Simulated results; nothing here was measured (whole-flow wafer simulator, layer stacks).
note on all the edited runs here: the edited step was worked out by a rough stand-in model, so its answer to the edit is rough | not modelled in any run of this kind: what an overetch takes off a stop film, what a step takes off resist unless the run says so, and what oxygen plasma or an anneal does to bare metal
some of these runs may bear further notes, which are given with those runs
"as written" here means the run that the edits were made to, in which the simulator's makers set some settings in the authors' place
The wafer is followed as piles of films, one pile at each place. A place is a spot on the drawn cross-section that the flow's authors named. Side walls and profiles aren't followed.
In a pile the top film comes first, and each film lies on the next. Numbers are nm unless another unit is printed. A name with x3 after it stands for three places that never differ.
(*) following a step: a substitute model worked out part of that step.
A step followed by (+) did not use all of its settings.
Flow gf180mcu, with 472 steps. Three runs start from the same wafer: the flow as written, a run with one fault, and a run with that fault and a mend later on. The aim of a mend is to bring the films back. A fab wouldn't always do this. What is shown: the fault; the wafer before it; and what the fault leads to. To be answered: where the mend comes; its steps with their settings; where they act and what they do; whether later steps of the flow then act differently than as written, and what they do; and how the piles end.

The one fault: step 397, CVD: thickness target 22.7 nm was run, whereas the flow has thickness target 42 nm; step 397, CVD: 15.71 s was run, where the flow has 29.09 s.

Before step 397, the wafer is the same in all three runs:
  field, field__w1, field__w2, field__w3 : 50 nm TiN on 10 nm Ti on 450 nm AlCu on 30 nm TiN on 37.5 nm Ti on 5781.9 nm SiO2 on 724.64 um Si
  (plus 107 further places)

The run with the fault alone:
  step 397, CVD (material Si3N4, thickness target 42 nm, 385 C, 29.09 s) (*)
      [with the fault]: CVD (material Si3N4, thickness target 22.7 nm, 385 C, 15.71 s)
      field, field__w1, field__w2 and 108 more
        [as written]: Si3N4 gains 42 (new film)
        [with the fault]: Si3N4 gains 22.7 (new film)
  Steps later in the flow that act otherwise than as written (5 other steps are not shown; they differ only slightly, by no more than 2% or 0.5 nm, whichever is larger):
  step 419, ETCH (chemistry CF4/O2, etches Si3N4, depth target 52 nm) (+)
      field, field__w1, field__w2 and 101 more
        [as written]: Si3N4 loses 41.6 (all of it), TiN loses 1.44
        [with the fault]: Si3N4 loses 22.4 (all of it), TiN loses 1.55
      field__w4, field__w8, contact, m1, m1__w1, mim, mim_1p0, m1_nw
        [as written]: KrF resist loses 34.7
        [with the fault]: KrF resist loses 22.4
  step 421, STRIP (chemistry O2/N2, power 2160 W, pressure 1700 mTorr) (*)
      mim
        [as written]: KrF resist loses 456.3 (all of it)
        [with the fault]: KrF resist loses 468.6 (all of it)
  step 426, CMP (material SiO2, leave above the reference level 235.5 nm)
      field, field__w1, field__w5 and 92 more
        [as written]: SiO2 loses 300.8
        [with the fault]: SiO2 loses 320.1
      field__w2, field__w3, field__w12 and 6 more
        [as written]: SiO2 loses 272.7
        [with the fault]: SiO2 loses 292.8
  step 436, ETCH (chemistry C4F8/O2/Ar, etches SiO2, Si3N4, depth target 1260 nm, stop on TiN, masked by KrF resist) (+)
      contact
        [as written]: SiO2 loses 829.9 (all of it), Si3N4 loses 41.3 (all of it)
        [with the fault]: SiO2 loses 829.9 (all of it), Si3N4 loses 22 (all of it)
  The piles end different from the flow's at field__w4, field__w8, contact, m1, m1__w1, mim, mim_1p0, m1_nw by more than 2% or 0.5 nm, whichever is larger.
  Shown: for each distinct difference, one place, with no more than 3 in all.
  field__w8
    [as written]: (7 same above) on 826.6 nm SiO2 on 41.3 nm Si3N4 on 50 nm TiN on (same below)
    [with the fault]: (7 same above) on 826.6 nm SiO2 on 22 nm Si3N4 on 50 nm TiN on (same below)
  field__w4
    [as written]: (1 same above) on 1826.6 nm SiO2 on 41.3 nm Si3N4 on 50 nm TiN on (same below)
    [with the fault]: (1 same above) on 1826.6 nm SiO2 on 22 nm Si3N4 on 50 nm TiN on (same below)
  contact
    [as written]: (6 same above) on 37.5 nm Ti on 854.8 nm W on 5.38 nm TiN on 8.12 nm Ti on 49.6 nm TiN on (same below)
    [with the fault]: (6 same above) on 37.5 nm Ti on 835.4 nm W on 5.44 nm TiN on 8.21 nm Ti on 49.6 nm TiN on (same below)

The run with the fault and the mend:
  The mend stands after step 397.
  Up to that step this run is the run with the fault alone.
  step 397a, CVD (material Si3N4, thickness target 19.3 nm, 385 C, 13.37 s) (a further turn of the flow's step 397, with different settings)
      field, field__w1, field__w2 and 108 more
        Si3N4 gains 19.3
  None of the later steps of the flow differs from how it acts as written, at any place that is followed, by more than 2% or 0.5 nm, whichever is larger.
  The piles end only slightly different from the flow's at the places that both follow, by no more than 2% or 0.5 nm, whichever is larger.
